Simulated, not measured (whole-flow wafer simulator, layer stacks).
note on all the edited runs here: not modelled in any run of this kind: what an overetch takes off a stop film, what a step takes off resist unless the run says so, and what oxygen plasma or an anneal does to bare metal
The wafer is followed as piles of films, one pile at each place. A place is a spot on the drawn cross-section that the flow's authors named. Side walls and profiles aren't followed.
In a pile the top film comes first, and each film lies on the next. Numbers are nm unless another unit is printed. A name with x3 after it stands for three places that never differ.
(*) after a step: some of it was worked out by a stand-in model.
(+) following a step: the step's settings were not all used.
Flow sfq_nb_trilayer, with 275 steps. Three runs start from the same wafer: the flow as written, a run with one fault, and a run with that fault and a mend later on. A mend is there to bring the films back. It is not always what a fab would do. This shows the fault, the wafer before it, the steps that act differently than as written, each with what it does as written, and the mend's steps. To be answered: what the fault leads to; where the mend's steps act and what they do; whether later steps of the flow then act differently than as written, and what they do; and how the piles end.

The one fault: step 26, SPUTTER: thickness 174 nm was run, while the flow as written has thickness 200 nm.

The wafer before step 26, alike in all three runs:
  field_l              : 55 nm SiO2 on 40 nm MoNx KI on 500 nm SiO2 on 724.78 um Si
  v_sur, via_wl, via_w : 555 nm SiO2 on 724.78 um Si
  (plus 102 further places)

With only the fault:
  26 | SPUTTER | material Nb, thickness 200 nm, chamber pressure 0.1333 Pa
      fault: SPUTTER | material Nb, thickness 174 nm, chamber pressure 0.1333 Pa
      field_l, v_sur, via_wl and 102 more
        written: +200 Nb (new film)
        fault: +174 Nb (new film)
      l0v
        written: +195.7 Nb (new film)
        fault: +169.7 Nb (new film)
  Steps further on in the flow that do not act as written (3 other steps are not shown; they differ only slightly, by no more than 2% or 0.5 nm, whichever is larger):
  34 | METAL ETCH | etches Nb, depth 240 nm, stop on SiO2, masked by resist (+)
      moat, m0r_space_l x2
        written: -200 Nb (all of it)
        fault: -174 Nb (all of it)
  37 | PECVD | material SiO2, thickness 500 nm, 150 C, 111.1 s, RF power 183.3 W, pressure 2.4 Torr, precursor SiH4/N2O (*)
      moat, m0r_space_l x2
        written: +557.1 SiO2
        fault: +531.1 SiO2
  By the end, the piles at field_l, v_sur, via_wl and 100 more depart from the flow's by more than 2% or 0.5 nm, whichever is larger.
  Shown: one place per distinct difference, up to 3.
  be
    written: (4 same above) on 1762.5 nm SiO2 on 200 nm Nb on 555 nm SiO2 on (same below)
    fault: (4 same above) on 1762.5 nm SiO2 on 174 nm Nb on 555 nm SiO2 on (same below)
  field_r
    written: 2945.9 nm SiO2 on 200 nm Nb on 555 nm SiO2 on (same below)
    fault: 2945.9 nm SiO2 on 174 nm Nb on 555 nm SiO2 on (same below)
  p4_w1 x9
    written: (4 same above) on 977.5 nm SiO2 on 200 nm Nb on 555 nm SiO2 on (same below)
    fault: (4 same above) on 977.5 nm SiO2 on 174 nm Nb on 555 nm SiO2 on (same below)

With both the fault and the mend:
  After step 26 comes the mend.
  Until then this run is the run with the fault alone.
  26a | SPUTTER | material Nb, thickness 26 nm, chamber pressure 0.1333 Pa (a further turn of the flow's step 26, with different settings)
      field_l, via_wl, via_w and 100 more
        +26 Nb
      v_sur
        +25.1 Nb
      lsp_r
        +25.6 Nb
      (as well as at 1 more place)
  Later steps of the flow that are run all act as written at every place that is followed, up to a difference of at most 2% or 0.5 nm, whichever is larger.
  When the end is reached, the piles differ only a little from the flow's at the places that both follow, at most by 2% or 0.5 nm, whichever is larger.
